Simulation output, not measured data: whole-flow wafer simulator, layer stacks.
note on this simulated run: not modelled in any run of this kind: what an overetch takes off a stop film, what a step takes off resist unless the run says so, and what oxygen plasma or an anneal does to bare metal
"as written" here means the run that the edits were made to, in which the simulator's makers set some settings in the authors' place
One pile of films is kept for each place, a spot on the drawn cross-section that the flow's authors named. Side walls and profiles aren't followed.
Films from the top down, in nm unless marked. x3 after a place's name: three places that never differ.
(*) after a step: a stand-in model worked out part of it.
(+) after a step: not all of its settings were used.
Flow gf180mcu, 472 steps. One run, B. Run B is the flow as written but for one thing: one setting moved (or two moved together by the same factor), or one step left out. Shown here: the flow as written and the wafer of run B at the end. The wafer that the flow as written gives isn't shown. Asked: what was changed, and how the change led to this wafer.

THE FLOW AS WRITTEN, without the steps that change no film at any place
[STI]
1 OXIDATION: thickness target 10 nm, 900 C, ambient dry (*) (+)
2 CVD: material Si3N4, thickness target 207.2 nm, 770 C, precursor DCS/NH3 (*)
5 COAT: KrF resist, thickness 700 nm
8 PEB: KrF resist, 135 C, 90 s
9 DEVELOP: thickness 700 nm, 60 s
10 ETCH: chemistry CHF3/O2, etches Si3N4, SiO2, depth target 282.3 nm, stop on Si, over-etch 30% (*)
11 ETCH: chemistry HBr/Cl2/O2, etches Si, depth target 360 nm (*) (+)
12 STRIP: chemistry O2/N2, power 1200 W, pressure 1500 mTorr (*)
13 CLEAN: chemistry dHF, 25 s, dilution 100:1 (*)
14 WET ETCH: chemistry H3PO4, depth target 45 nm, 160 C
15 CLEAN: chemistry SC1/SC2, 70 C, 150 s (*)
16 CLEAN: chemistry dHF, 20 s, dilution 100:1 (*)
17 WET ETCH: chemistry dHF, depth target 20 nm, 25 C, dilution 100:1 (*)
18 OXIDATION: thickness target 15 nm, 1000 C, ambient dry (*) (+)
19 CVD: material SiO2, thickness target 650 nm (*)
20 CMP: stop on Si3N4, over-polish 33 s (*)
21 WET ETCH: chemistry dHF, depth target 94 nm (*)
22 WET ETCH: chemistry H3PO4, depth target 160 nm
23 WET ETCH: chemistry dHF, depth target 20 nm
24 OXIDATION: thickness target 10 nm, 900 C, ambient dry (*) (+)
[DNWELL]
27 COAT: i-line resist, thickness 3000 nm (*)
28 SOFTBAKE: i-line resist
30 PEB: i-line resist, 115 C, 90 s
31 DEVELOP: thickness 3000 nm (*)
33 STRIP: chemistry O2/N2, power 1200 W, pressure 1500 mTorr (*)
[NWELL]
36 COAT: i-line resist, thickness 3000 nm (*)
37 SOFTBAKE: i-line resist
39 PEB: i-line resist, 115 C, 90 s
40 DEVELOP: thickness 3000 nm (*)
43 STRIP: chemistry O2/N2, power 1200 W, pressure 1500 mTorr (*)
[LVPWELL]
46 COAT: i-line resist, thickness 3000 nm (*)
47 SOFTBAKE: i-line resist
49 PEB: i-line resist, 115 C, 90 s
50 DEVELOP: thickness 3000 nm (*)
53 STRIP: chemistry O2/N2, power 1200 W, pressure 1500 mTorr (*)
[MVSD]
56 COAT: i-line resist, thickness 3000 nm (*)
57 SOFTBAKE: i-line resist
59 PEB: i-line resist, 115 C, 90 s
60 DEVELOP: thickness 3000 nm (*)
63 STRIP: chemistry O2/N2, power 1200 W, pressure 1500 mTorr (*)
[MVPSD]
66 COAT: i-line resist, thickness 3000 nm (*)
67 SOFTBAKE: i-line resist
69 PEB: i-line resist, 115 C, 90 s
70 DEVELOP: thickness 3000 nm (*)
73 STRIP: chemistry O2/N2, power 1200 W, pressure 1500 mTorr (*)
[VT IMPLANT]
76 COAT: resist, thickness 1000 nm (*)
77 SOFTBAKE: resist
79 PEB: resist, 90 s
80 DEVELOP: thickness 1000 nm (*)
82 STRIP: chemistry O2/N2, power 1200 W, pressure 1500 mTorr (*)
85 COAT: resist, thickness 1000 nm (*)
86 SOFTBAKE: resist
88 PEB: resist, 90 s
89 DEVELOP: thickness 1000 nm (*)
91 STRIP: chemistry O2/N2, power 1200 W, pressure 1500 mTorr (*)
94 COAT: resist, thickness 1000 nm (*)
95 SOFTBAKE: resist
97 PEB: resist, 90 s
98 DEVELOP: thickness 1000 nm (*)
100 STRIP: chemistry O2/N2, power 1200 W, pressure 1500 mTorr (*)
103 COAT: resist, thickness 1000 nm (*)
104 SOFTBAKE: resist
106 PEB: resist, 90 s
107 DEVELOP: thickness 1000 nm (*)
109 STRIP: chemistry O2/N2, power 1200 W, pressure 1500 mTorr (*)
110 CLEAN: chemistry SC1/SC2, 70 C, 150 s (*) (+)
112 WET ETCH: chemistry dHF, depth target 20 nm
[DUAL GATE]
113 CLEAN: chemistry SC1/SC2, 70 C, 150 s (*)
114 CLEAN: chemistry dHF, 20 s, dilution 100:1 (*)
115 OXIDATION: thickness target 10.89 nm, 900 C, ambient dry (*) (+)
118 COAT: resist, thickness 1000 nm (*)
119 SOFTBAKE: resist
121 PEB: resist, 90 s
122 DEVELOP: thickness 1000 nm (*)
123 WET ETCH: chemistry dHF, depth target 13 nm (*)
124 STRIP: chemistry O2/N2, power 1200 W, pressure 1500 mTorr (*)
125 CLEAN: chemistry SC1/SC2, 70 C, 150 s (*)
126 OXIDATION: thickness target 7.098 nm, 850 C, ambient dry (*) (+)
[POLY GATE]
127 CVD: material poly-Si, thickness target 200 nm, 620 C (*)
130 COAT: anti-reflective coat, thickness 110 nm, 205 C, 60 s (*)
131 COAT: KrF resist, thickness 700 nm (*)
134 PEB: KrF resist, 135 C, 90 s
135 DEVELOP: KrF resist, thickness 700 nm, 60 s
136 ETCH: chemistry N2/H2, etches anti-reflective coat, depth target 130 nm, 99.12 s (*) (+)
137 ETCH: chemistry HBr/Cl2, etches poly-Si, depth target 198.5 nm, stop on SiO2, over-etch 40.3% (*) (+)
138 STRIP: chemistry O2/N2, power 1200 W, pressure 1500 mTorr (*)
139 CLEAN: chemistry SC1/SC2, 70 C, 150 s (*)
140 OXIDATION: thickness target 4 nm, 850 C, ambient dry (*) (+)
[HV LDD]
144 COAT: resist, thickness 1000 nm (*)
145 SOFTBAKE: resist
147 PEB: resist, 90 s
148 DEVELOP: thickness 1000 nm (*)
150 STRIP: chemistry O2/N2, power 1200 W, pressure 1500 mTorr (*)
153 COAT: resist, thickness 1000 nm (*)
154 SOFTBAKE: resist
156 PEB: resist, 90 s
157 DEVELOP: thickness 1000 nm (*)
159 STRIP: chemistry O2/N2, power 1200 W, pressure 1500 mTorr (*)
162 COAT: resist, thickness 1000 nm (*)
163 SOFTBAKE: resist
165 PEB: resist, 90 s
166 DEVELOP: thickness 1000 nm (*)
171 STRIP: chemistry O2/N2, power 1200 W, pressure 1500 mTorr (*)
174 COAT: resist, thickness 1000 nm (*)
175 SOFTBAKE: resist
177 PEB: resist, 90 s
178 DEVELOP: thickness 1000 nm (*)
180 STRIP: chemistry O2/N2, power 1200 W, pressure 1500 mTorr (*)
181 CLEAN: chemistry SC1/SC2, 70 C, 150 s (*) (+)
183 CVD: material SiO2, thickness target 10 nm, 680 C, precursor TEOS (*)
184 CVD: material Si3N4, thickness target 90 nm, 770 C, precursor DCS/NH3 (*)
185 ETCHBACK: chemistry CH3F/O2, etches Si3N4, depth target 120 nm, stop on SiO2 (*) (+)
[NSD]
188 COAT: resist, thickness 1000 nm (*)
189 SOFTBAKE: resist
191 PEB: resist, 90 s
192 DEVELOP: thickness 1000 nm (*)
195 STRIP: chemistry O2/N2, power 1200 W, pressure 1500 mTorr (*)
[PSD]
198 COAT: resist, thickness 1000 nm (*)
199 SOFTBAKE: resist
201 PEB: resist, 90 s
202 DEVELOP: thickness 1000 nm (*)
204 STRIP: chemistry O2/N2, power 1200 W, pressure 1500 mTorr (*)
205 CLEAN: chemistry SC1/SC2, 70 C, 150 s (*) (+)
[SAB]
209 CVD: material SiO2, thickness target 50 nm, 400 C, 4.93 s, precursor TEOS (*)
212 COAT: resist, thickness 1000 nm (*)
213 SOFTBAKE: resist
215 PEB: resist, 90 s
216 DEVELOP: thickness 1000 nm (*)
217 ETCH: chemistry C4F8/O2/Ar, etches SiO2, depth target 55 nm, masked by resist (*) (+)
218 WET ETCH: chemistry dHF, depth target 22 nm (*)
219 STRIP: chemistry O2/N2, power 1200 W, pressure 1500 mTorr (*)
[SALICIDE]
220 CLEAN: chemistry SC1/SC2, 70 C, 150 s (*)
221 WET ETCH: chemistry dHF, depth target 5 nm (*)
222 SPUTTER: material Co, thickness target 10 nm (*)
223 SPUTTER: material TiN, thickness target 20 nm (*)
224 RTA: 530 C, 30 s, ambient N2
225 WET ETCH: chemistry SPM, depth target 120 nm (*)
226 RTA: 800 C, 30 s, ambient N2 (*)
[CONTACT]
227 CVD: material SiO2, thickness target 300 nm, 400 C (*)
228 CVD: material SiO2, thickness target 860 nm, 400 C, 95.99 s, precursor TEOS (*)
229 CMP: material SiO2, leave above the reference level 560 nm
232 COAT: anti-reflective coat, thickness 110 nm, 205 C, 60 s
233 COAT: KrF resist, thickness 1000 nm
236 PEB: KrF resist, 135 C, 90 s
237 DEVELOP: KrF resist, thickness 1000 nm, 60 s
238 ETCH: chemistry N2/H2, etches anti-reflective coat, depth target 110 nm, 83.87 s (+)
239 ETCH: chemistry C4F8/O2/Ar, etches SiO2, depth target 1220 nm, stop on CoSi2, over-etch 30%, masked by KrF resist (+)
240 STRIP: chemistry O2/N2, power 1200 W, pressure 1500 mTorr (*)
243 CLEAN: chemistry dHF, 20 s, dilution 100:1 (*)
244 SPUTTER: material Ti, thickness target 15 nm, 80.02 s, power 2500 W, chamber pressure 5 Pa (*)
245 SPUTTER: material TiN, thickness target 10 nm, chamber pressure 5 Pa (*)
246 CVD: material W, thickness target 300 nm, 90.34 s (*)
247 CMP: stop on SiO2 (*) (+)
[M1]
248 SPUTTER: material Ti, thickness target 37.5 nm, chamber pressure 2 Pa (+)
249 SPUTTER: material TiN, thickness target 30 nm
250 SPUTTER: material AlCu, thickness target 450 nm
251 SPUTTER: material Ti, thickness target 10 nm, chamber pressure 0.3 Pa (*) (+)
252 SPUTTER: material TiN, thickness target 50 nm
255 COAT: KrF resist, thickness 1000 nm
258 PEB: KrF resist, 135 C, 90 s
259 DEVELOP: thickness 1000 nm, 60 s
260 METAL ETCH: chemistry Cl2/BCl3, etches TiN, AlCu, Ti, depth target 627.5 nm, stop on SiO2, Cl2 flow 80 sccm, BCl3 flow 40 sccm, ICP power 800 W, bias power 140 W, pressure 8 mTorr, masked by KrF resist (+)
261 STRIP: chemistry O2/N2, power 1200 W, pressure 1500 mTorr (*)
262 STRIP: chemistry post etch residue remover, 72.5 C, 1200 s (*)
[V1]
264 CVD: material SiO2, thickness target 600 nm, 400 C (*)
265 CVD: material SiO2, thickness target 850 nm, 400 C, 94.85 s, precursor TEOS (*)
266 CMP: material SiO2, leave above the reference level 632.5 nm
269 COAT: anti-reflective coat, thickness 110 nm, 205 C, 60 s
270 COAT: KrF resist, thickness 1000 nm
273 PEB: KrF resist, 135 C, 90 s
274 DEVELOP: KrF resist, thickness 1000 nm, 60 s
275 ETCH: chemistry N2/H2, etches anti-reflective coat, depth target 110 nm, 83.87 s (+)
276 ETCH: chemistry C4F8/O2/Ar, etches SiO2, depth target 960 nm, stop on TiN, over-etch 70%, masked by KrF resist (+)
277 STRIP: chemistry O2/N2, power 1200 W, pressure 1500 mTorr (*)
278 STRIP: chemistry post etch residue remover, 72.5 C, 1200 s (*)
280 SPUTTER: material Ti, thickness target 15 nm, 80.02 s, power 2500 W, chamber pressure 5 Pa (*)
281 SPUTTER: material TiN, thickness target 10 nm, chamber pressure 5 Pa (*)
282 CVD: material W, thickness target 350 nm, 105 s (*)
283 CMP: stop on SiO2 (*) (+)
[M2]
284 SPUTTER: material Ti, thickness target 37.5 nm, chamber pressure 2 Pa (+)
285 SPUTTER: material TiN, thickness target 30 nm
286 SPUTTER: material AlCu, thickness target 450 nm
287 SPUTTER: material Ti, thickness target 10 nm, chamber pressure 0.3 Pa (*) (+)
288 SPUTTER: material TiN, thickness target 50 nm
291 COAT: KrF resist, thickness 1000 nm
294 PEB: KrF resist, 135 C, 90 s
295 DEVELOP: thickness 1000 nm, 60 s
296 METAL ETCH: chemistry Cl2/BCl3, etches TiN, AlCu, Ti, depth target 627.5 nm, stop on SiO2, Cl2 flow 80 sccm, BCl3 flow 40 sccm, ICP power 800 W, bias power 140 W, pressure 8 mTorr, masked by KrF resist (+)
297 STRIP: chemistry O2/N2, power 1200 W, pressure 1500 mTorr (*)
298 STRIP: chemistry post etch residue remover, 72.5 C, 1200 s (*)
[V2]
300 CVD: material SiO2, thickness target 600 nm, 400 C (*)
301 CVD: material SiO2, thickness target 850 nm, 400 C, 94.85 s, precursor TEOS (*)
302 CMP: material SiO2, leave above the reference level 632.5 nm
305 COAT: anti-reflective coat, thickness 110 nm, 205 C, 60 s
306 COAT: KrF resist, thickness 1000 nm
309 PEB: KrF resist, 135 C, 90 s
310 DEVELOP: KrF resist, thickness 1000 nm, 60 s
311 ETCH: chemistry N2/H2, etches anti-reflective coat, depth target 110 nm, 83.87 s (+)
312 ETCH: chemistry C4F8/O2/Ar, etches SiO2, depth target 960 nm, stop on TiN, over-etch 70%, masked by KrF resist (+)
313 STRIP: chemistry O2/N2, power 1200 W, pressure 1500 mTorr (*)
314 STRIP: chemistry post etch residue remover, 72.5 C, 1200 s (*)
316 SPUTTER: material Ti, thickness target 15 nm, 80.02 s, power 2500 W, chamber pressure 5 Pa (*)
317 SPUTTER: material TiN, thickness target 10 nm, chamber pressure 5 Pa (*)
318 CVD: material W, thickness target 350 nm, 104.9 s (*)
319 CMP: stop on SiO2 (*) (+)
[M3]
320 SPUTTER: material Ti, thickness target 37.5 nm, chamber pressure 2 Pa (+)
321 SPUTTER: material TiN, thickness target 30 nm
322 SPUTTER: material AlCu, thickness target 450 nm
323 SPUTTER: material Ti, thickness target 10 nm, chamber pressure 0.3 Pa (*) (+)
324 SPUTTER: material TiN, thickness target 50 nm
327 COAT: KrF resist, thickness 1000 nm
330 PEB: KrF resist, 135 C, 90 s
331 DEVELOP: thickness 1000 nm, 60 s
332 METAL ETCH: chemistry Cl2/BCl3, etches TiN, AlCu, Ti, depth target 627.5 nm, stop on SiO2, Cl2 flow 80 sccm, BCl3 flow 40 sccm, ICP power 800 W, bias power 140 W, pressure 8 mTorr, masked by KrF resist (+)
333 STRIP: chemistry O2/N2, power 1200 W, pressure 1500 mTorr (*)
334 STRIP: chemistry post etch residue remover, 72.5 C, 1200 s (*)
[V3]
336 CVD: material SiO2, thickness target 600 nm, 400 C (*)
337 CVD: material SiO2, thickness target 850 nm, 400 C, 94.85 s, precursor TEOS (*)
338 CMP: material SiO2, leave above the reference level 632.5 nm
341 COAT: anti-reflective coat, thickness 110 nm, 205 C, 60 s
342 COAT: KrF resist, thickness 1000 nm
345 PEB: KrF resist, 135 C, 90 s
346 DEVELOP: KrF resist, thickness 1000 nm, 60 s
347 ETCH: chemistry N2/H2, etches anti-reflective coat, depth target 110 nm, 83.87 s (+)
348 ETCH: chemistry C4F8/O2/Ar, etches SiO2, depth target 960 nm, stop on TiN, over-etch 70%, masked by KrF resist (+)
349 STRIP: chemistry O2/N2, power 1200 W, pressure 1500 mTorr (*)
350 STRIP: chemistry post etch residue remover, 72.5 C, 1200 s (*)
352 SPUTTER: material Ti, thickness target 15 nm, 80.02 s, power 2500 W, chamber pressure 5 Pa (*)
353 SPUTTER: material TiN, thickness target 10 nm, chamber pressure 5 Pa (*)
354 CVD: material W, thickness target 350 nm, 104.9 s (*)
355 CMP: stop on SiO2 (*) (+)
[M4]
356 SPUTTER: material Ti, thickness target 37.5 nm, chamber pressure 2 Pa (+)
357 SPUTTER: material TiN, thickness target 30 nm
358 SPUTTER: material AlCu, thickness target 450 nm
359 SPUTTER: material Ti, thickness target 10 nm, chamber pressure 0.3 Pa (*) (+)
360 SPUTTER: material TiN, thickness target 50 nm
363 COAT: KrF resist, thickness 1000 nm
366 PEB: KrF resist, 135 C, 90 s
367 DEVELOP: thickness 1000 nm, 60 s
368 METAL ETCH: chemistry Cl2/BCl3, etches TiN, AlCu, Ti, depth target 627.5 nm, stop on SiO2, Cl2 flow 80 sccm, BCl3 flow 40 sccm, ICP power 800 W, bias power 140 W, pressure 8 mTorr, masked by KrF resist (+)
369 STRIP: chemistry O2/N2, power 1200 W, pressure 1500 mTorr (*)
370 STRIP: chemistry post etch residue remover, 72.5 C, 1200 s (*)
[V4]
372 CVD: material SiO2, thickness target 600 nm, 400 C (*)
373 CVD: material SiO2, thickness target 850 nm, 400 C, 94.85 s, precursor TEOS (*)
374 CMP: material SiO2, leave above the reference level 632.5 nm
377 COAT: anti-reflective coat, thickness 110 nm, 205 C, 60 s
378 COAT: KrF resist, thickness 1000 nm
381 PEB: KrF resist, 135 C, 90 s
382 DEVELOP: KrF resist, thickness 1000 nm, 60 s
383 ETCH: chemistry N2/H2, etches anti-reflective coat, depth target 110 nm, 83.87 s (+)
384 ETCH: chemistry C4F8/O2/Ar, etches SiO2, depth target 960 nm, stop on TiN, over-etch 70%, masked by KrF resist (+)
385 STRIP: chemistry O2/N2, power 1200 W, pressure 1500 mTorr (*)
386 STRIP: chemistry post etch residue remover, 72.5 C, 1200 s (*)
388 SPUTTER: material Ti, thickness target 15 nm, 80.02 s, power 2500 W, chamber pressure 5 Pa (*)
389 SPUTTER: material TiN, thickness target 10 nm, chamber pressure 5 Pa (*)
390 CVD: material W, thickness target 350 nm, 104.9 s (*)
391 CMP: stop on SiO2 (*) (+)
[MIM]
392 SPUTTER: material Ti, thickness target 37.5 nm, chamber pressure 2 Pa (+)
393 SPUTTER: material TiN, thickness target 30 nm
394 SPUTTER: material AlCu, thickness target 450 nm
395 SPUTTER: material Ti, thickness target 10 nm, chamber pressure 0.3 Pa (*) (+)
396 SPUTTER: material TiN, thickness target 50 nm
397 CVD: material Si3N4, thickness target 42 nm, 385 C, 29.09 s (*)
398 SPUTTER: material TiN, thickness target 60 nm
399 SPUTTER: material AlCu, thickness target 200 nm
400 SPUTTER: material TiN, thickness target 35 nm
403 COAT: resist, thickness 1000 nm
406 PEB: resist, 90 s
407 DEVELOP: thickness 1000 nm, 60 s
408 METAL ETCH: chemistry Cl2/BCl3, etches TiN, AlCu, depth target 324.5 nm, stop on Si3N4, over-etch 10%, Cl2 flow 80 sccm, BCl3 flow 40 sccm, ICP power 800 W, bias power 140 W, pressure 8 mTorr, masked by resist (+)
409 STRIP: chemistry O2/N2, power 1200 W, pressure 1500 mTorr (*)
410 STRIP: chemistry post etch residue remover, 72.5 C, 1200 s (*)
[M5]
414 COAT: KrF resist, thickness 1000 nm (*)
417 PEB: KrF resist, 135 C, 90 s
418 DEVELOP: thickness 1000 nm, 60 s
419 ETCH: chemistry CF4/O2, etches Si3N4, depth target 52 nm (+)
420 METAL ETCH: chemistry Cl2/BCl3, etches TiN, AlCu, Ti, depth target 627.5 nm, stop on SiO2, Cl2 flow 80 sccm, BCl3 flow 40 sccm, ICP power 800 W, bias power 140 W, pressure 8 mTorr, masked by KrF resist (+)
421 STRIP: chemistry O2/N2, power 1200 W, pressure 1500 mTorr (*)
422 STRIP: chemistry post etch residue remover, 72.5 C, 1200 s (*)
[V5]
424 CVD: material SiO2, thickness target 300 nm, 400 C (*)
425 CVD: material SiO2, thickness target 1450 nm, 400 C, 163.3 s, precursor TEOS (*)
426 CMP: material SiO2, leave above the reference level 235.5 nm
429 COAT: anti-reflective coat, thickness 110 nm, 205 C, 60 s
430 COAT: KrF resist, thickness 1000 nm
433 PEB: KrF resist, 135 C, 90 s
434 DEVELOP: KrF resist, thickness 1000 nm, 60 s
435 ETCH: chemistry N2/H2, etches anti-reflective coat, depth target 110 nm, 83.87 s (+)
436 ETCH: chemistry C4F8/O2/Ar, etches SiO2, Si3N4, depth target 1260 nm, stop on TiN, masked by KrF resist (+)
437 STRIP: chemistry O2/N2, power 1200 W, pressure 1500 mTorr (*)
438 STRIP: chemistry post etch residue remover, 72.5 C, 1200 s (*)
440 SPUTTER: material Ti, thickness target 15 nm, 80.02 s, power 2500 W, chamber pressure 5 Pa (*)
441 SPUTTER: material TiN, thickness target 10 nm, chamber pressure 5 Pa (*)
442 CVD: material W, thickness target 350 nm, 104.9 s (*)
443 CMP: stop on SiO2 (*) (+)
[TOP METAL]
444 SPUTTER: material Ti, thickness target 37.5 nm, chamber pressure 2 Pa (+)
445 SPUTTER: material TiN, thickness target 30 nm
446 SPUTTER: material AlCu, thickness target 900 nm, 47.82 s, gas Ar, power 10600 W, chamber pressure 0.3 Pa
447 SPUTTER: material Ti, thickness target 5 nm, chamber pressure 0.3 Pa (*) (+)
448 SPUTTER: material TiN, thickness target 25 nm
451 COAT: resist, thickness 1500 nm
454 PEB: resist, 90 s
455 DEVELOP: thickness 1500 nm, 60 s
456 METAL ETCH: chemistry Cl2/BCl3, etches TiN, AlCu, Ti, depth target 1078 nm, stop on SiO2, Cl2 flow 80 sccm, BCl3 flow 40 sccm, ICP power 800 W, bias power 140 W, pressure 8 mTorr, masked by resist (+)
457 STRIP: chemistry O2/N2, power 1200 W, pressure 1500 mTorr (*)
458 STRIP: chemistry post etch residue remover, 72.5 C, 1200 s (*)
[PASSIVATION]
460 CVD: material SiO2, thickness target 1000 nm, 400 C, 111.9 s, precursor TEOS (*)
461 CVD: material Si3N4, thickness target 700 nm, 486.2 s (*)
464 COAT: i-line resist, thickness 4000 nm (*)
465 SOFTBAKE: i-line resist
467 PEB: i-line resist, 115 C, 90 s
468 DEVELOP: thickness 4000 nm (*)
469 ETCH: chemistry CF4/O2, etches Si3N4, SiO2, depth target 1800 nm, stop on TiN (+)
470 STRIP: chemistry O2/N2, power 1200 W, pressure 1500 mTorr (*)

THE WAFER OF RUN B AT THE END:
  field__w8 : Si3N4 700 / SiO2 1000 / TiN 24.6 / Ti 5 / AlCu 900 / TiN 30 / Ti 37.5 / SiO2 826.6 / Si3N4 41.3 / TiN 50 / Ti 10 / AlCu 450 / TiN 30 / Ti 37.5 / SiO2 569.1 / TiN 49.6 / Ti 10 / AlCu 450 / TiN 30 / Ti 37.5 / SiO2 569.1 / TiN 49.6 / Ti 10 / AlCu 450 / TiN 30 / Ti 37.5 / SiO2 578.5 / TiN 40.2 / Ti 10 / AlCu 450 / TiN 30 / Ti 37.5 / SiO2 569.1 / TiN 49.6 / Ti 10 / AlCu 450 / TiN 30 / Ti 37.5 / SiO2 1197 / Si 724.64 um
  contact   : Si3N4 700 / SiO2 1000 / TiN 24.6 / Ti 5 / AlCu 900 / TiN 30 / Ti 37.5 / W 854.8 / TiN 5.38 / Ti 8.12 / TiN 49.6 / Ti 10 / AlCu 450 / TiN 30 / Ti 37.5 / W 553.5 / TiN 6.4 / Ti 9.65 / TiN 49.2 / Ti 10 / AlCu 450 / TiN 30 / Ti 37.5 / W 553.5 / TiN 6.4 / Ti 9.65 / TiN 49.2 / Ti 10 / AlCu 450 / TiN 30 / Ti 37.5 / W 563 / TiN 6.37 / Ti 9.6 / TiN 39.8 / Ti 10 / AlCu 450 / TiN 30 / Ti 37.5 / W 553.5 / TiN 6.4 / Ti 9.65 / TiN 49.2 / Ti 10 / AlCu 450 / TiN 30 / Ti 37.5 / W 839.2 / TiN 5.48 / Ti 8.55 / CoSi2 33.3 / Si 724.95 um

The cause: step 288, SPUTTER: thickness target 40.62 nm was run, where the flow has thickness target 50 nm.

How the change led to this, step by step:
  288 SPUTTER: material TiN, thickness target 50 nm
      field, field__w1, field__w2 and 108 more: TiN +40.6 (new film) (as written it would be: TiN +50 (new film))
  296 METAL ETCH: chemistry Cl2/BCl3, etches TiN, AlCu, Ti, depth target 627.5 nm, stop on SiO2, Cl2 flow 80 sccm, BCl3 flow 40 sccm, ICP power 800 W, bias power 140 W, pressure 8 mTorr, masked by KrF resist (+)
      field, field__w1, field__w2 and 103 more: TiN -40.6 (all of it), Ti -10 (all of it), AlCu -450 (all of it), TiN -30 (all of it), Ti -37.5 (all of it) (as written it would be: TiN -50 (all of it), Ti -10 (all of it), AlCu -450 (all of it), TiN -30 (all of it), Ti -37.5 (all of it))
